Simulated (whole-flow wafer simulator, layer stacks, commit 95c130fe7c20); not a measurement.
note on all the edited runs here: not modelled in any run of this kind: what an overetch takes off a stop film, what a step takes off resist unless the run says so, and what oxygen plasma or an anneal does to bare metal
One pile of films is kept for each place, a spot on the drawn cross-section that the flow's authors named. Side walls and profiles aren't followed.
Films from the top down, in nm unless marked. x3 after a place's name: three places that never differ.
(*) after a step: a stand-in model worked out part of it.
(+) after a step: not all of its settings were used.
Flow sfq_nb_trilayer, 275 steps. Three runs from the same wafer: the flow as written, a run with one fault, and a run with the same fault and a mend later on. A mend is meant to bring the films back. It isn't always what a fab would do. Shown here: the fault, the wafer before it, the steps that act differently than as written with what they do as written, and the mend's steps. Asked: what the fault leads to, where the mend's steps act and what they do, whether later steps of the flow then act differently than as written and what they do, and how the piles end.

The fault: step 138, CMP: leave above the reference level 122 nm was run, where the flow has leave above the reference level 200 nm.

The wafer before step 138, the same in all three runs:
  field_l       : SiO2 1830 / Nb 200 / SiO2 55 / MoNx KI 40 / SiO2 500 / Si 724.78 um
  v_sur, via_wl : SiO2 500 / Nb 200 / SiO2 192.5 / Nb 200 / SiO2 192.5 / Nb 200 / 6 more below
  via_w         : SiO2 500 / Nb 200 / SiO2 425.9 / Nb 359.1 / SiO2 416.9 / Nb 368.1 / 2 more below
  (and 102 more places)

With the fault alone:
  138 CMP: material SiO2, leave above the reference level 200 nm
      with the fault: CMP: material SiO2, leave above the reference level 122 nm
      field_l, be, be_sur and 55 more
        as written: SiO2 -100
        with the fault: SiO2 -178
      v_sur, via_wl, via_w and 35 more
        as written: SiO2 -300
        with the fault: SiO2 -378
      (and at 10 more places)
  Later steps of the flow that act differently than as written (4 more steps differ only slightly, by at most 2% or 0.5 nm, whichever is larger, and aren't shown):
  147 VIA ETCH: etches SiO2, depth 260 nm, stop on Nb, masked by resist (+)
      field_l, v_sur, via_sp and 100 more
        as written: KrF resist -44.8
        with the fault: KrF resist -31.5
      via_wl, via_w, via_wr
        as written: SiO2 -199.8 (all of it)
        with the fault: SiO2 -121.8 (all of it)
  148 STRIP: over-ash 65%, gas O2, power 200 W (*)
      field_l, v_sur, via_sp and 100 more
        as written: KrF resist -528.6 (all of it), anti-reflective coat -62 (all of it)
        with the fault: KrF resist -541.9 (all of it), anti-reflective coat -62 (all of it)
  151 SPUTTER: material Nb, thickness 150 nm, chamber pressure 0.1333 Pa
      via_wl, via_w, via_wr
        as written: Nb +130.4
        with the fault: Nb +139.5
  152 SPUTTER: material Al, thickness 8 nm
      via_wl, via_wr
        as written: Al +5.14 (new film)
        with the fault: Al +6.07 (new film)
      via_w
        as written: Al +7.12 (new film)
        with the fault: Al +7.8 (new film)
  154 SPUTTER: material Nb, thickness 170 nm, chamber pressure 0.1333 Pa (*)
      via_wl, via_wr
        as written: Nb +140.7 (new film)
        with the fault: Nb +124.4 (new film)
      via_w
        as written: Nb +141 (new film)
        with the fault: Nb +166.2 (new film)
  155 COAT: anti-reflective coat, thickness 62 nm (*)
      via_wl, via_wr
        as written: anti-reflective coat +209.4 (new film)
        with the fault: anti-reflective coat +182.5 (new film)
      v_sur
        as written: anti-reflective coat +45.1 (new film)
        with the fault: anti-reflective coat +49 (new film)
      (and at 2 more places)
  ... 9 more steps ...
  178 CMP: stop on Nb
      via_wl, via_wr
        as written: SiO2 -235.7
        with the fault: SiO2 -322.6
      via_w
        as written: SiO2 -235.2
        with the fault: SiO2 -322.1
  At the end the piles differ from the flow's by more than 2% or 0.5 nm, whichever is larger, at field_l, v_sur, via_wl and 103 more.
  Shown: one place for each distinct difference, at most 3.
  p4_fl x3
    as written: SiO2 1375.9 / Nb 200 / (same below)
    with the fault: SiO2 1297.9 / Nb 200 / (same below)
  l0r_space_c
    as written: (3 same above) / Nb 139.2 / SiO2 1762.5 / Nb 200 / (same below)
    with the fault: (3 same above) / Nb 139.2 / SiO2 1684.5 / Nb 200 / (same below)
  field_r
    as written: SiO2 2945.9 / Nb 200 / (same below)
    with the fault: SiO2 2867.9 / Nb 200 / (same below)

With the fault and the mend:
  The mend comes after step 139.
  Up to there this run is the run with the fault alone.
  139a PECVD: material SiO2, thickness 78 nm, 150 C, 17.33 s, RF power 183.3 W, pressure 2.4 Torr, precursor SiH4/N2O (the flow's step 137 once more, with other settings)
      field_l, v_sur, via_wl and 103 more
        SiO2 +78
  No later step of the flow acts differently than as written, at any place that is followed, by more than 2% or 0.5 nm, whichever is larger.
  At the end the piles are the same as the flow's at every place that both follow.
